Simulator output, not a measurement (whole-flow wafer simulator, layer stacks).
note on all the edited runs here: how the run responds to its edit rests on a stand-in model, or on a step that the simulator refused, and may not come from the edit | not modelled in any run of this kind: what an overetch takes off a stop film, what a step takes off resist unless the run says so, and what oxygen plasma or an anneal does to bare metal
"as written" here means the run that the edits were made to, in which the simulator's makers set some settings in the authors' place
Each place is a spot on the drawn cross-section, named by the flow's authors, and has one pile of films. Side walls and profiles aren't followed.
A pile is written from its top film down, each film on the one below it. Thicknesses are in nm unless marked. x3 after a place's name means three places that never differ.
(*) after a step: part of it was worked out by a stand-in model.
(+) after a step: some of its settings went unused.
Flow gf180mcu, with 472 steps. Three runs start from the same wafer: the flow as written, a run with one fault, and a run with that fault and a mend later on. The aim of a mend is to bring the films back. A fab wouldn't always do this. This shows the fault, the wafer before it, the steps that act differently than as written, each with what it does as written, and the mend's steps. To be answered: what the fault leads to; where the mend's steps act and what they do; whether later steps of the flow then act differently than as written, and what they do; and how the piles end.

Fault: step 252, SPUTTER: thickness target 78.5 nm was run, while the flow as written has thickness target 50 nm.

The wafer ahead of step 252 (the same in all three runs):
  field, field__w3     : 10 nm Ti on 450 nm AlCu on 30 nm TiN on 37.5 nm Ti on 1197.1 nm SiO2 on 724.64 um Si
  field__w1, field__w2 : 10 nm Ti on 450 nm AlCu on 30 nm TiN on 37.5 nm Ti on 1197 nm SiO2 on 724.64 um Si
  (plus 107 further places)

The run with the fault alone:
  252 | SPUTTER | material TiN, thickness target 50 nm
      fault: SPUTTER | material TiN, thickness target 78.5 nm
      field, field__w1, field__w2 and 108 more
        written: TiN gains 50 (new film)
        fault: TiN gains 78.5 (new film)
  Steps further on in the flow that do not act as written (3 other steps are not shown; they differ only slightly, by no more than 2% or 0.5 nm, whichever is larger):
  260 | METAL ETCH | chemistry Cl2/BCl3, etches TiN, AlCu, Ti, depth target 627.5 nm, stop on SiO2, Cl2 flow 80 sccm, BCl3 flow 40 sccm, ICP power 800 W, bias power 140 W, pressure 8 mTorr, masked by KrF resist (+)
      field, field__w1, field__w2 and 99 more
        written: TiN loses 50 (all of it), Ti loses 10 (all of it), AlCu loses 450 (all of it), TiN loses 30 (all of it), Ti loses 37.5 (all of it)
        fault: TiN loses 78.5 (all of it), Ti loses 10 (all of it), AlCu loses 450 (all of it), TiN loses 30 (all of it), Ti loses 37.5 (all of it)
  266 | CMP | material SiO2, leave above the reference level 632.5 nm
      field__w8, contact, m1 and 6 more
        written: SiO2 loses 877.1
        fault: SiO2 loses 905.6
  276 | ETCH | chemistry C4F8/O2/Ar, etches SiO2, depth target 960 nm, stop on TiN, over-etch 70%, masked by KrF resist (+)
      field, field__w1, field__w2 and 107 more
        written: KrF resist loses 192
        fault: KrF resist loses 184.9
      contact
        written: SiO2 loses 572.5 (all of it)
        fault: SiO2 loses 544 (all of it)
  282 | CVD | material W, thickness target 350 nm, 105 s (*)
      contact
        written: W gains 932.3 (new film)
        fault: W gains 903.5 (new film)
  The piles end different from the flow's at field__w8, contact, m1 and 6 more by more than 2% or 0.5 nm, whichever is larger.
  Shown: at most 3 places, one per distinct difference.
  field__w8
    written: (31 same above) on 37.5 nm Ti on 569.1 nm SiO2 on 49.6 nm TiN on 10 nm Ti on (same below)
    fault: (31 same above) on 37.5 nm Ti on 540.6 nm SiO2 on 78.1 nm TiN on 10 nm Ti on (same below)
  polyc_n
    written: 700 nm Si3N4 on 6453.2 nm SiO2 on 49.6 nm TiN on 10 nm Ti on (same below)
    fault: 700 nm Si3N4 on 6424.7 nm SiO2 on 78.1 nm TiN on 10 nm Ti on (same below)
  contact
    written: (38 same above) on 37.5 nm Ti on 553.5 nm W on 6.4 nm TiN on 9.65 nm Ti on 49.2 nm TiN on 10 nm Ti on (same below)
    fault: (38 same above) on 37.5 nm Ti on 524.7 nm W on 6.51 nm TiN on 9.81 nm Ti on 77.7 nm TiN on 10 nm Ti on (same below)

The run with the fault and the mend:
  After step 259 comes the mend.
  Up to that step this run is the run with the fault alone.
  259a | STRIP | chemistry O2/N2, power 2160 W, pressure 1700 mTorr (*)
      field__w8, contact, m1 and 6 more
        KrF resist loses 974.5 (all of it)
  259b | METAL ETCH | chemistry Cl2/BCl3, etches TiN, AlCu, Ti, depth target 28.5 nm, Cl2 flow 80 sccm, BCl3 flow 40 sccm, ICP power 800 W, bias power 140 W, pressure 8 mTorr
      field, field__w1, field__w2 and 108 more
        TiN loses 28.5
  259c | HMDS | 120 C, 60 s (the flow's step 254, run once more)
      does not change any film at any place that is followed
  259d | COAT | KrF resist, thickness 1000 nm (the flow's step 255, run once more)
      field, field__w1, field__w2 and 108 more
        KrF resist gains 1000 (new film)
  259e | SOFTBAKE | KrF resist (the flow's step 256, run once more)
      does not change any film at any place that is followed
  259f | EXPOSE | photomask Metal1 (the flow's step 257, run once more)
      does not change any film at any place that is followed
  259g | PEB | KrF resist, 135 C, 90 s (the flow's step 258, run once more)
      field, field__w1, field__w2 and 108 more
        KrF resist loses 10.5
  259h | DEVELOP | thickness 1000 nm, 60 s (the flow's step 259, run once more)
      field, field__w1, field__w2 and 99 more
        KrF resist loses 989.5 (all of it)
      field__w8, contact, m1 and 6 more
        KrF resist loses 14.9
  Every later step of the flow that is run acts as written at every place that is followed.
  At every place that both follow, the piles at the end match the flow's.
